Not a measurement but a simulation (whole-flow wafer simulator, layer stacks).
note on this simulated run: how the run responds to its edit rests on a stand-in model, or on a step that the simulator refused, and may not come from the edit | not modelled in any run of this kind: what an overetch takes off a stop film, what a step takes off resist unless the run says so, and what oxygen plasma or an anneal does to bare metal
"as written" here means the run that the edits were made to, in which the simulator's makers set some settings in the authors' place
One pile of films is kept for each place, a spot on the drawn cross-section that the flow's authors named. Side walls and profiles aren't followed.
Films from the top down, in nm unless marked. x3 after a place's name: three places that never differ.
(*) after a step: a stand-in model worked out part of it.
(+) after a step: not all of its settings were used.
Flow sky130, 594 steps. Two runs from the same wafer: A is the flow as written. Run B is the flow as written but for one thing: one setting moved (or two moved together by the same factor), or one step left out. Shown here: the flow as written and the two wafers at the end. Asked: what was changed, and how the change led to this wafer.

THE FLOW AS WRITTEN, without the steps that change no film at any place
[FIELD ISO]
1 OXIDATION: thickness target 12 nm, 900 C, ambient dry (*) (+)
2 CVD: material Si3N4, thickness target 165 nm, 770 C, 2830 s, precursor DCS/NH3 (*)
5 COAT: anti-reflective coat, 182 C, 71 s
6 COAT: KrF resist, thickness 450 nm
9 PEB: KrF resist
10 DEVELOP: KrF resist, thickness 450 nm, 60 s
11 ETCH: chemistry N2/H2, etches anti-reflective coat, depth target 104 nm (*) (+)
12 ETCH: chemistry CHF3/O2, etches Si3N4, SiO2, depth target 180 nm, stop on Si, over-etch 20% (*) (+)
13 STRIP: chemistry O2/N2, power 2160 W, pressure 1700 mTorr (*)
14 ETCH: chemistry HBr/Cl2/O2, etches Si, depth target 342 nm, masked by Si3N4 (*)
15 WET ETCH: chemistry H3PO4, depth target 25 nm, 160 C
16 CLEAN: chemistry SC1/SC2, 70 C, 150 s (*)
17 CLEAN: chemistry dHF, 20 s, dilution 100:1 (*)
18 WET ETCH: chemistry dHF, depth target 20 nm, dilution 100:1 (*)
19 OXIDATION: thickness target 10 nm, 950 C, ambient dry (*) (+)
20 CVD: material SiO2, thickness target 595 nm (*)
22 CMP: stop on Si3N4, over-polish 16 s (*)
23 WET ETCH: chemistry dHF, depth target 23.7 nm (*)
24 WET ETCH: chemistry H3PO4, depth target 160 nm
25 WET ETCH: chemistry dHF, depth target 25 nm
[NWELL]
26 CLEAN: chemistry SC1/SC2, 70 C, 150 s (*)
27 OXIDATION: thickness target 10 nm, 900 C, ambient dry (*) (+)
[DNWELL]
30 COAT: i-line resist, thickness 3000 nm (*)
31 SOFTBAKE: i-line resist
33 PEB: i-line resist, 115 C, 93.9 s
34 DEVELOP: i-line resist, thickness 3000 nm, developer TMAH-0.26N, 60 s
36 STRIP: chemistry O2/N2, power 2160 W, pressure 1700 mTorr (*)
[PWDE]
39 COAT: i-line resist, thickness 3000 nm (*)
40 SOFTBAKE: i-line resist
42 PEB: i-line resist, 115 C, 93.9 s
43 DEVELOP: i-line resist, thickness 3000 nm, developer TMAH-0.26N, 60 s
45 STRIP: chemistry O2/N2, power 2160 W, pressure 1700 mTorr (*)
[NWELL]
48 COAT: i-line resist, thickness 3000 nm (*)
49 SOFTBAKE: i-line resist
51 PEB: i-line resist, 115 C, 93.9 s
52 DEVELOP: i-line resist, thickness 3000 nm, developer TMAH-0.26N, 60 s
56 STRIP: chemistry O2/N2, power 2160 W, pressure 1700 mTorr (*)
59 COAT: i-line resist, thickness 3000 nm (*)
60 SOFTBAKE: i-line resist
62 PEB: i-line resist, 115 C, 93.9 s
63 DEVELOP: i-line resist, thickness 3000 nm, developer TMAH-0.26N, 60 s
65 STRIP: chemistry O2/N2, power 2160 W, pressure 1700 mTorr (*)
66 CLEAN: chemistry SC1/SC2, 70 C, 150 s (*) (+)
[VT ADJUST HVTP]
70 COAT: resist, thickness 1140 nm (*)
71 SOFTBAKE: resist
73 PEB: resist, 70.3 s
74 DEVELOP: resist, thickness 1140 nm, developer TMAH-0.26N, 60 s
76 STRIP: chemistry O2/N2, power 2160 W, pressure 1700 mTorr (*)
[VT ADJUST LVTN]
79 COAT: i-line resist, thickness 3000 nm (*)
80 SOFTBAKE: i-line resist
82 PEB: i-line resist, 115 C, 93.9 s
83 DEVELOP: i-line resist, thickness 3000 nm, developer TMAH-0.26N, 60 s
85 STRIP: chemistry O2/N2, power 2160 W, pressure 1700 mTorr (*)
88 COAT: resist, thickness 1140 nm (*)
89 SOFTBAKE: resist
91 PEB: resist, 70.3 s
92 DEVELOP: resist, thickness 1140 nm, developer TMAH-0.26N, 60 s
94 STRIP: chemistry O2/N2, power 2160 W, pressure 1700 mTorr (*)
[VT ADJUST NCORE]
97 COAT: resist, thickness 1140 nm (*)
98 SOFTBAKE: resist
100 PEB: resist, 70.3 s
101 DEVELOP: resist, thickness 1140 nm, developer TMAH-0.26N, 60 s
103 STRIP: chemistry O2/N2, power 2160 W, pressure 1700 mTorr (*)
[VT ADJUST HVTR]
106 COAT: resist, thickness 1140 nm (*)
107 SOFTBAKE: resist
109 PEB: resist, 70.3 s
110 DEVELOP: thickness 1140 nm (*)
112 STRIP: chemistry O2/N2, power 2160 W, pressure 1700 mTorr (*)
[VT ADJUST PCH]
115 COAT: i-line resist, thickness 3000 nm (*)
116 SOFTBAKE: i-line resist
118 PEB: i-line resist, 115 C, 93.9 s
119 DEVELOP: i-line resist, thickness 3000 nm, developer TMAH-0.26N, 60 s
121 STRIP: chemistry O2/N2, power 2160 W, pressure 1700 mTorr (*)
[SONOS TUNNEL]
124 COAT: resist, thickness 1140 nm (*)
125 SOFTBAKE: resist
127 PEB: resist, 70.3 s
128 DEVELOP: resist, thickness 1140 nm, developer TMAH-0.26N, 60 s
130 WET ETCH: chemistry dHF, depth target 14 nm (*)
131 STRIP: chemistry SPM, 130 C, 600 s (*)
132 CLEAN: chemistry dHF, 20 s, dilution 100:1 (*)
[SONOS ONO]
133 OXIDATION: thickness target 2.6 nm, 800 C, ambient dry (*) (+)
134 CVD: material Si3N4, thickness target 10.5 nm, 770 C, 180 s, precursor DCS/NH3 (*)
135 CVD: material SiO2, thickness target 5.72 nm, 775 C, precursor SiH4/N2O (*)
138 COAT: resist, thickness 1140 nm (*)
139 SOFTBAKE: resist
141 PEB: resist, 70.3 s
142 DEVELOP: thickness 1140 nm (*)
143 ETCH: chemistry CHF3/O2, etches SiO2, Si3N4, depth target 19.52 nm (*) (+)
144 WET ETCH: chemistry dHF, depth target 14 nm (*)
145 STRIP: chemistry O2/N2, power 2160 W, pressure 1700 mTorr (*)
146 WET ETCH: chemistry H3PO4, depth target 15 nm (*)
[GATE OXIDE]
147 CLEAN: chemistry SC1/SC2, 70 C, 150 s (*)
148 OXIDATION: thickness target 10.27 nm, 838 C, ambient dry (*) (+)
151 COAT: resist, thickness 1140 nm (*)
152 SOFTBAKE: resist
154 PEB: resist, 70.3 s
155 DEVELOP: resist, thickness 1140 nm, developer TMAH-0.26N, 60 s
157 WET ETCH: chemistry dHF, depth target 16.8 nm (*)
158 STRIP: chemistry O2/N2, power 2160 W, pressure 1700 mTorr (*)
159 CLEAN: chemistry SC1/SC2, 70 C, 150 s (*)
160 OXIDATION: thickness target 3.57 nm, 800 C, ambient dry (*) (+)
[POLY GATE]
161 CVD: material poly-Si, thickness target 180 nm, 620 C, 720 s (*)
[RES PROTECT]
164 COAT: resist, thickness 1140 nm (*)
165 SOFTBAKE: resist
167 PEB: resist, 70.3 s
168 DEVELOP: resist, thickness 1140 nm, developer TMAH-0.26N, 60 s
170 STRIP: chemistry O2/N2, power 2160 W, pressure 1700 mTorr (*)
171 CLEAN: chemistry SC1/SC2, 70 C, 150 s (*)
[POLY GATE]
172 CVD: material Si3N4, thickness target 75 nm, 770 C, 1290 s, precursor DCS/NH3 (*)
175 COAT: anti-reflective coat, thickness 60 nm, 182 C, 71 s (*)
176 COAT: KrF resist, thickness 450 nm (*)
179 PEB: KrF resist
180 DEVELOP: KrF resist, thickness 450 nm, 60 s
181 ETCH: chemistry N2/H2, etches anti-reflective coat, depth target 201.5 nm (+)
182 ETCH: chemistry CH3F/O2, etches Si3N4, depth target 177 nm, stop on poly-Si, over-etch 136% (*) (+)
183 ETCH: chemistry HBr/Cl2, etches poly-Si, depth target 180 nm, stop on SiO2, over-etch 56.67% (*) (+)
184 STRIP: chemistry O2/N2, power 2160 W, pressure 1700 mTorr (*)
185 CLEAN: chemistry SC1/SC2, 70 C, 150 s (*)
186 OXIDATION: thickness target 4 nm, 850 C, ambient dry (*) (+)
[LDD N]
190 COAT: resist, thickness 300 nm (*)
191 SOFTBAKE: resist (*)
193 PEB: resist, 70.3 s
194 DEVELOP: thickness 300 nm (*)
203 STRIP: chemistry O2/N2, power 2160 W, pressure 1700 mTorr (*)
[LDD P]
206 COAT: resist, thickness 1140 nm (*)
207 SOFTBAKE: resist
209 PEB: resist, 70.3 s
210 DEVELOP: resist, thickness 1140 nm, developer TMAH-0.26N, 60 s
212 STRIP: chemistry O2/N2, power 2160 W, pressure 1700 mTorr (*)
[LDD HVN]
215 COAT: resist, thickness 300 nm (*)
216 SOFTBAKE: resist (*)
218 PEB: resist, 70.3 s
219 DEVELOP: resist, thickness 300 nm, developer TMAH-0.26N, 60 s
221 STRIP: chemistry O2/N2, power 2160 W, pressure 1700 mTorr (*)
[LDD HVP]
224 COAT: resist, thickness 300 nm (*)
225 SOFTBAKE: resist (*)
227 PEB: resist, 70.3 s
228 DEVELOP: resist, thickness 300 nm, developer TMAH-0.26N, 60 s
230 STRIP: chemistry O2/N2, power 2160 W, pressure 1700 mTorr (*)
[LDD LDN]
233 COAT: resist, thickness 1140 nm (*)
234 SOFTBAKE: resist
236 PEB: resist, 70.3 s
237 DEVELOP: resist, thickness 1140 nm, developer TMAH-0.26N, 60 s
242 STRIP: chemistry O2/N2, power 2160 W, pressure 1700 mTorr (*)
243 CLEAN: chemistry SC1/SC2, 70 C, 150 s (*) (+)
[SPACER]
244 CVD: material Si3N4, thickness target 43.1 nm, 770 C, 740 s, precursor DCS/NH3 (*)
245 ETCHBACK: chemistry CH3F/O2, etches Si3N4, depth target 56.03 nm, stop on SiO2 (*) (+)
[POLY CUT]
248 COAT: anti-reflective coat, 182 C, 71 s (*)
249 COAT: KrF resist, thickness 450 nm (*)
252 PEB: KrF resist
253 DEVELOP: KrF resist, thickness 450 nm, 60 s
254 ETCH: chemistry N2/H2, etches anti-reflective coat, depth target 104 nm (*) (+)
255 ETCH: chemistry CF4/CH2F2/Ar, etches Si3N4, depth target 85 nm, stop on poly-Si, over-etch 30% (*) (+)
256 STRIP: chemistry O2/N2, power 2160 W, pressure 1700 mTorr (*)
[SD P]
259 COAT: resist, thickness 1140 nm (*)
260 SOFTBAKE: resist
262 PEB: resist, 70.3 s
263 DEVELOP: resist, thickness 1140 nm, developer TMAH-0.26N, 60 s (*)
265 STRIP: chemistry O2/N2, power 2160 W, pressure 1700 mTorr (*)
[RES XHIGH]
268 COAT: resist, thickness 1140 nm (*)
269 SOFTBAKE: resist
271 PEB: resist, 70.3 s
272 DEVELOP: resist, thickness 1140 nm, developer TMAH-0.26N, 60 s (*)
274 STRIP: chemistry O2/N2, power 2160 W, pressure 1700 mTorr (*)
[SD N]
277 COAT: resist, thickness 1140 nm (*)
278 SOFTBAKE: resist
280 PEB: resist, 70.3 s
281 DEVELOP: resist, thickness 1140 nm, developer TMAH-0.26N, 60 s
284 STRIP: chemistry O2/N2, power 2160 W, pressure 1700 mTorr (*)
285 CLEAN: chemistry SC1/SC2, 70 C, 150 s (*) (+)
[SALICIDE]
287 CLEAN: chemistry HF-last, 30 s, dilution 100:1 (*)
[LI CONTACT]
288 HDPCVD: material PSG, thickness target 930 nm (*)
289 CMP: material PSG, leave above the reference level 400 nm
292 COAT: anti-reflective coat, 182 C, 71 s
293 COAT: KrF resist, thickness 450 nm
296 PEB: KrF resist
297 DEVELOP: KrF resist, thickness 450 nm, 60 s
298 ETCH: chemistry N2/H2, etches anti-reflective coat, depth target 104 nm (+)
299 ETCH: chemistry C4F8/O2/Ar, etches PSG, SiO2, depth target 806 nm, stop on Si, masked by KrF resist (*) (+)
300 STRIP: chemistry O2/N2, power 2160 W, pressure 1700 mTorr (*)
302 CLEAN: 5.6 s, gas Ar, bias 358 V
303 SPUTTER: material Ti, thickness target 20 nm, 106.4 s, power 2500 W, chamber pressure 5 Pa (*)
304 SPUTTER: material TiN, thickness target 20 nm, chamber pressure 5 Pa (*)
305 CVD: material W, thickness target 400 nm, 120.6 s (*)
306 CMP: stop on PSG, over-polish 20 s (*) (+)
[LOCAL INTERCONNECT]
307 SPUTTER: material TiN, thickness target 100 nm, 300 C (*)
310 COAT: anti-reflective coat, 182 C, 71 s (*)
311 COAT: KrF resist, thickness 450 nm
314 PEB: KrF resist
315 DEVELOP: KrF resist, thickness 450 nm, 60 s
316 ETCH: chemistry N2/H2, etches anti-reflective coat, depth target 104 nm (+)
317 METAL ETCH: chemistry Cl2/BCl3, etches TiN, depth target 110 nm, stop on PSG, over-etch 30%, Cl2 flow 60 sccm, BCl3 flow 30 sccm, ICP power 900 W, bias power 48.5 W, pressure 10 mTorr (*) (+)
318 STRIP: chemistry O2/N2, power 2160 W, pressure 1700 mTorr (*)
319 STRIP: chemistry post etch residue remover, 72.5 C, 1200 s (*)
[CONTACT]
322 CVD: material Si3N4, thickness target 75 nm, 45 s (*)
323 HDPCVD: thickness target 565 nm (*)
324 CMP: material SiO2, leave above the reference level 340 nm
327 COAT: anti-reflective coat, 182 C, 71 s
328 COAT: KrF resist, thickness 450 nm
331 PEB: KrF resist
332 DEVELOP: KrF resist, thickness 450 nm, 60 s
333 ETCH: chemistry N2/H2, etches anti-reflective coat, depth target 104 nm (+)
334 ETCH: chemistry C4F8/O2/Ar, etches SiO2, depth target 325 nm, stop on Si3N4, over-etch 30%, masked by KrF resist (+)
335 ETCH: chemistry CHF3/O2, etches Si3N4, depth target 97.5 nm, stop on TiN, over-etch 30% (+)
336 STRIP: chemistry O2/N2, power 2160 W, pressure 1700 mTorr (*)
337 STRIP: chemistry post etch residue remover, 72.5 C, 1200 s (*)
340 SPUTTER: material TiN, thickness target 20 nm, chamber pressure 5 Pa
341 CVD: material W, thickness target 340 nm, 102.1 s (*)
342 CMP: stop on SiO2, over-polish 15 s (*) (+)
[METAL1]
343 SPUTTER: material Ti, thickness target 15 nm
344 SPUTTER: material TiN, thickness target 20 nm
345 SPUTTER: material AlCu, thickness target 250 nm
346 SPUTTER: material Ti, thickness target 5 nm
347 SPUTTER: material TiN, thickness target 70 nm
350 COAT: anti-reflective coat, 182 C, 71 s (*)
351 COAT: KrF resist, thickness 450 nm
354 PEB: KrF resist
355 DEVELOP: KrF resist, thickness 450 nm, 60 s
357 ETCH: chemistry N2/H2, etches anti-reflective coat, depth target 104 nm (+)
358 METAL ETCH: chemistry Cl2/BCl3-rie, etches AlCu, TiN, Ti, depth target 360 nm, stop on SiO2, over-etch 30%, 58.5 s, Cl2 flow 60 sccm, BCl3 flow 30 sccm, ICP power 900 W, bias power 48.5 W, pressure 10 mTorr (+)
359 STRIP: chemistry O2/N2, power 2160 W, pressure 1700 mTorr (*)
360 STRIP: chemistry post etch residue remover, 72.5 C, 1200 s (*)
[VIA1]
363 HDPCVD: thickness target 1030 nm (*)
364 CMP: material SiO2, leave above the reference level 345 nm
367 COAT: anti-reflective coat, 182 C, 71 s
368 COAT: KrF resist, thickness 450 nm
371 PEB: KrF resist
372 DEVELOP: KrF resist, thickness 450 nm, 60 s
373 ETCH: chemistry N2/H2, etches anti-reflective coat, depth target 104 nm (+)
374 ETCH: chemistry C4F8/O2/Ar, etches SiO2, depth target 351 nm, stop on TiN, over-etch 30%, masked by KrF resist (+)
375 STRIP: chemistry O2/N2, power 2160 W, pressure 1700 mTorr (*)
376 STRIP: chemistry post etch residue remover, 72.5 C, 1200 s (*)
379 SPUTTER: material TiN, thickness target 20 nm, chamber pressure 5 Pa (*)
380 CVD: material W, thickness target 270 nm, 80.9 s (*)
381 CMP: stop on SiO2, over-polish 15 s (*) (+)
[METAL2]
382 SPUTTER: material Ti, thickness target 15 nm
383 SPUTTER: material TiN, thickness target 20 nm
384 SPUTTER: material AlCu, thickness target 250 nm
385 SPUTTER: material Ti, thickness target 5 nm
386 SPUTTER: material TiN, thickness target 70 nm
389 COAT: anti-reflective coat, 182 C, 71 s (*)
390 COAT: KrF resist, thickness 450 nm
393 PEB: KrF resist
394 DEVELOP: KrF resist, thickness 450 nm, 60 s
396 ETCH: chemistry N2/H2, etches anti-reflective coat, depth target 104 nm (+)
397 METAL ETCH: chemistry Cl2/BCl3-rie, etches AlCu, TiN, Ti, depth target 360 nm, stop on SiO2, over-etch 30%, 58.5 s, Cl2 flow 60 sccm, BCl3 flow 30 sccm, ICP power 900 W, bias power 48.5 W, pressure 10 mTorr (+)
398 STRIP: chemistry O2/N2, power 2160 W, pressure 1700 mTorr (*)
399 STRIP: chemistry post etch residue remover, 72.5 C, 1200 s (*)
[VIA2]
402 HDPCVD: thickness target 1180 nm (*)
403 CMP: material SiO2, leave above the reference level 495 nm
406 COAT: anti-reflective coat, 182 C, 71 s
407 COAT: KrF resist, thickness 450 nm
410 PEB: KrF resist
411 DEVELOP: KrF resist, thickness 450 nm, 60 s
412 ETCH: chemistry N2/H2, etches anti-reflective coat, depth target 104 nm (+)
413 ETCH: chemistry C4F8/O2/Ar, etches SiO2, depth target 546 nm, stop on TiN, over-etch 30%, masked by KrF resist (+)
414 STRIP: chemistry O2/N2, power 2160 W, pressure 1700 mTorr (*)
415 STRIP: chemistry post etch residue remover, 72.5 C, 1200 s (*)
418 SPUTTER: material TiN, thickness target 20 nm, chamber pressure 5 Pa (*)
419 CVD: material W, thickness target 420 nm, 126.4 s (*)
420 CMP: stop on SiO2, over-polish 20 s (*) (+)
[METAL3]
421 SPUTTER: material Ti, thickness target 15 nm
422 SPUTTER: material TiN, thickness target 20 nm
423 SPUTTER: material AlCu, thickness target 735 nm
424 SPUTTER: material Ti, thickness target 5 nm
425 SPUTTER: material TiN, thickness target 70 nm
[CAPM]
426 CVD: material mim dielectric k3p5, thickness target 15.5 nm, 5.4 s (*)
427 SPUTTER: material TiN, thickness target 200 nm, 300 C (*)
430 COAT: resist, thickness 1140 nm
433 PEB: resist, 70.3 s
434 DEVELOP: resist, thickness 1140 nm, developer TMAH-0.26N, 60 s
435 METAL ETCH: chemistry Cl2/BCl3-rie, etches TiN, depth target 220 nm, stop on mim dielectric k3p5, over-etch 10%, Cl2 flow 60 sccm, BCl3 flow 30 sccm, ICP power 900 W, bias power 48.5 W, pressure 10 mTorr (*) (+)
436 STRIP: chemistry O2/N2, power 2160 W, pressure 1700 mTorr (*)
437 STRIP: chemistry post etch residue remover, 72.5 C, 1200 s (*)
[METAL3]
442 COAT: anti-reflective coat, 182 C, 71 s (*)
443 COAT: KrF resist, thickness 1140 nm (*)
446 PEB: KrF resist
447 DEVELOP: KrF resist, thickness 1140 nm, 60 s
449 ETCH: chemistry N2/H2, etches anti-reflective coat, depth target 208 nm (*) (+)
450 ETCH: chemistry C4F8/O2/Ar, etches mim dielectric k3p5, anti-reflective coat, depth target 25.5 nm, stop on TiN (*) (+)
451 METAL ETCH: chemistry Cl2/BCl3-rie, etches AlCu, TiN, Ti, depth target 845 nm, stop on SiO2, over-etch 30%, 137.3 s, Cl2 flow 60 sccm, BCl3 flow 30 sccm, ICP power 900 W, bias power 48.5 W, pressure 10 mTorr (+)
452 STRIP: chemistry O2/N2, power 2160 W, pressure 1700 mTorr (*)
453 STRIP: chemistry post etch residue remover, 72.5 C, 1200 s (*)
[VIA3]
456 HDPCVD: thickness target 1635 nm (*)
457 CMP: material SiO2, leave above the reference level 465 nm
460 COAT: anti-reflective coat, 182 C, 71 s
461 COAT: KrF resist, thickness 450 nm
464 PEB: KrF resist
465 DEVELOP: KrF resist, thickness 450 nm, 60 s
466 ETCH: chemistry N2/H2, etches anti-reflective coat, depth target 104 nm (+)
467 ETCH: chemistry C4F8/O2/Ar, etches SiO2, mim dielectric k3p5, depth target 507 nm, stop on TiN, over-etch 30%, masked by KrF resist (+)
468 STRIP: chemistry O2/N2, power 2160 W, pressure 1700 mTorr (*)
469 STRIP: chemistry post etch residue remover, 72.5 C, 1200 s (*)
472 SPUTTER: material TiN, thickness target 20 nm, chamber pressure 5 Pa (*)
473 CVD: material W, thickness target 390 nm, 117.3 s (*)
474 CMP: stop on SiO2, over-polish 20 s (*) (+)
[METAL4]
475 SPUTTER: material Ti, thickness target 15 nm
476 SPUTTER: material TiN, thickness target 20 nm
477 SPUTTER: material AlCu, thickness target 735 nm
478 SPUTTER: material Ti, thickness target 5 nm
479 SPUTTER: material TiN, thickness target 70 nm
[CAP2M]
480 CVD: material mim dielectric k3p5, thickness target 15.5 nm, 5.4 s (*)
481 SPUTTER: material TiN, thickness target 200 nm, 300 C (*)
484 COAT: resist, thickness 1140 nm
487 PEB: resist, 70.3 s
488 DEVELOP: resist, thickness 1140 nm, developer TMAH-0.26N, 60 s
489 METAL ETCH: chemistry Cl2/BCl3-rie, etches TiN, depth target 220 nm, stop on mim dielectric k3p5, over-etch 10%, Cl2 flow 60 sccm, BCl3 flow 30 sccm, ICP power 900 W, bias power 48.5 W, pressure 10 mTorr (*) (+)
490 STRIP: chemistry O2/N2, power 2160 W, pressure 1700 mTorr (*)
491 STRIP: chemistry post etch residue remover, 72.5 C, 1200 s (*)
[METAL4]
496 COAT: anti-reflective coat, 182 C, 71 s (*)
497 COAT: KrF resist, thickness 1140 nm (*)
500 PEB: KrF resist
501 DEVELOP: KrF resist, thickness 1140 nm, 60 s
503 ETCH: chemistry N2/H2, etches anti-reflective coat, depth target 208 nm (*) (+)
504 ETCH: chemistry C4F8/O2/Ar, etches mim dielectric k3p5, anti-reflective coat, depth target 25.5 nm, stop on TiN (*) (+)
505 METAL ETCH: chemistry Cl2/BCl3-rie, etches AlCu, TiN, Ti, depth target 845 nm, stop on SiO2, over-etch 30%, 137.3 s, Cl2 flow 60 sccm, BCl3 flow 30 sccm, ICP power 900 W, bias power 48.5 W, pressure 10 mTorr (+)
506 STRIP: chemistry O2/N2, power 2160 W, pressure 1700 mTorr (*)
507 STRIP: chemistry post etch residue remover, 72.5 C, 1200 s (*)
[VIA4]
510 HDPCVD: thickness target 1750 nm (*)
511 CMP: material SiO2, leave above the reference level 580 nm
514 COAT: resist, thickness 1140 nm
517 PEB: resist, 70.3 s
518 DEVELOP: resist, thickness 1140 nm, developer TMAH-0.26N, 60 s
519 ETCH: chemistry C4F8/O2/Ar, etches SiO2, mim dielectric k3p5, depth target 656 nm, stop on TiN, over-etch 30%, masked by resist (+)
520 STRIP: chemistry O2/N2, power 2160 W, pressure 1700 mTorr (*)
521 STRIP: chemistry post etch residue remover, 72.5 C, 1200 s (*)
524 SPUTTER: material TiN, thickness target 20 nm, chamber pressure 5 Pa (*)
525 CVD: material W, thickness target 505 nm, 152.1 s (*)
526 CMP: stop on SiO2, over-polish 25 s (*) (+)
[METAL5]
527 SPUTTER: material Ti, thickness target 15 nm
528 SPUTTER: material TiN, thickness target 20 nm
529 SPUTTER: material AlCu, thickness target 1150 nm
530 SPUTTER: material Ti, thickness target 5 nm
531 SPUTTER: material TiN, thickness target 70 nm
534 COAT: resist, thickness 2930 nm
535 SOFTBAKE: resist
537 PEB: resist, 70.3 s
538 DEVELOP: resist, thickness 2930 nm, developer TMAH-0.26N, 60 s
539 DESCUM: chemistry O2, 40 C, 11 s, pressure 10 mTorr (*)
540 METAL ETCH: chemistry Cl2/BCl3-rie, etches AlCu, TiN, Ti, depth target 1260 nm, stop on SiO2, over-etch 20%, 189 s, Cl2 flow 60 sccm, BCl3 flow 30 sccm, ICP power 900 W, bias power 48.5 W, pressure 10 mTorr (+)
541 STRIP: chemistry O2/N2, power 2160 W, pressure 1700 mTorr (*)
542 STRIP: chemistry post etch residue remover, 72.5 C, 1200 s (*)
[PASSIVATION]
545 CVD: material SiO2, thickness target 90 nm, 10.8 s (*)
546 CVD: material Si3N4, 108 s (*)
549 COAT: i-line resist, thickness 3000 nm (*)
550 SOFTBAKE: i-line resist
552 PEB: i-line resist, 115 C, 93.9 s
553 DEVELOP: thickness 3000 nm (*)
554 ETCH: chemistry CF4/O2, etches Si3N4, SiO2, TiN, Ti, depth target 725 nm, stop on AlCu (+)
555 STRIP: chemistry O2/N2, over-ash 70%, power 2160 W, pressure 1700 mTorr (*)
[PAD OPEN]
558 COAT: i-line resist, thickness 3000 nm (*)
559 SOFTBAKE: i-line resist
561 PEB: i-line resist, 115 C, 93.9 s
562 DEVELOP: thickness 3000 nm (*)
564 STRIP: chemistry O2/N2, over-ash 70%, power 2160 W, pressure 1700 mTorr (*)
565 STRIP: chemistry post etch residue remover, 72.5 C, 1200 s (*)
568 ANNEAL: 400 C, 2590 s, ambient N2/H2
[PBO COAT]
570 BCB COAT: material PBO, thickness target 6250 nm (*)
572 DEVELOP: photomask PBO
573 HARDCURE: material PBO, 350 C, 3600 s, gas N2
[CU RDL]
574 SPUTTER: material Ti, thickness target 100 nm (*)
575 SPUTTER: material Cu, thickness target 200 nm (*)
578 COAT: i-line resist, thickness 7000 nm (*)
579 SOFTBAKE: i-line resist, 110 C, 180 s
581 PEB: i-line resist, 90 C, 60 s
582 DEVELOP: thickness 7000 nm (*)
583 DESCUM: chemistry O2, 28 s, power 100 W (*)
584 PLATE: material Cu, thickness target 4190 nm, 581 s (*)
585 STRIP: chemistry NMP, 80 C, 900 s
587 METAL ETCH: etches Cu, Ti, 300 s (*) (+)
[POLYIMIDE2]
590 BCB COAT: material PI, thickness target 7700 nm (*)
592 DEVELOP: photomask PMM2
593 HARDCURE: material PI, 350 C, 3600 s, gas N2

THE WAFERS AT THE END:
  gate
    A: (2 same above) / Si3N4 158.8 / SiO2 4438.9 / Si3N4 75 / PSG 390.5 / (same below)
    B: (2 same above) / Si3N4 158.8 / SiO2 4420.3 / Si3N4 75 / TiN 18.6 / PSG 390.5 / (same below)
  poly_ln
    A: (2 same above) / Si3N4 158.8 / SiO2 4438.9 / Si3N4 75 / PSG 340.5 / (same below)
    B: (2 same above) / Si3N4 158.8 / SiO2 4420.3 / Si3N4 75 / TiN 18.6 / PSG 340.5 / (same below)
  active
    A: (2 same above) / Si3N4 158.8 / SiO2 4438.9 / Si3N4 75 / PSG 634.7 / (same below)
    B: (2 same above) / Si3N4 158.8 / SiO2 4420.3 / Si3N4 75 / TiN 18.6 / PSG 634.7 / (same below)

The cause: step 316, ETCH: depth target 51 nm was run, where the flow has depth target 104 nm.

How the change led to this, step by step:
  316 ETCH: chemistry N2/H2, etches anti-reflective coat, depth target 104 nm (+)
      field, active, gate and 87 more: A anti-reflective coat -80 (all of it), TiN -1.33 | B anti-reflective coat -51
      rpo_hd: A anti-reflective coat -80 (all of it), TiN -1.34 | B anti-reflective coat -51
      (and at 100 more places)
  317 METAL ETCH: chemistry Cl2/BCl3, etches TiN, depth target 110 nm, stop on PSG, over-etch 30%, Cl2 flow 60 sccm, BCl3 flow 30 sccm, ICP power 900 W, bias power 48.5 W, pressure 10 mTorr (*) (+)
      field, active, gate and 88 more: A TiN -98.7 (all of it) | B anti-reflective coat -29 (all of it), TiN -81
  318 STRIP: chemistry O2/N2, power 2160 W, pressure 1700 mTorr (*)
      n_well, p_well, gate_hv and 93 more: A KrF resist -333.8 (all of it), anti-reflective coat -80 (all of it) | B KrF resist -363.3 (all of it), anti-reflective coat -80 (all of it)
      poly_licon, ndiff_licon, ndiff_licon_cpp, rpo_hd_licon: A KrF resist -333.9 (all of it), anti-reflective coat -80.5 (all of it) | B KrF resist -363.3 (all of it), anti-reflective coat -80.5 (all of it)
  324 CMP: material SiO2, leave above the reference level 340 nm
      field, active, gate and 88 more: A SiO2 -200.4 | B SiO2 -219
Counting metal films that touch as one body, gate has 1 body; the flow as written gives 0 bodies.
Counting metal films that touch as one body, poly_ln has 1 body; the flow as written gives 0 bodies.
Counting metal films that touch as one body, active has 1 body; the flow as written gives 0 bodies.
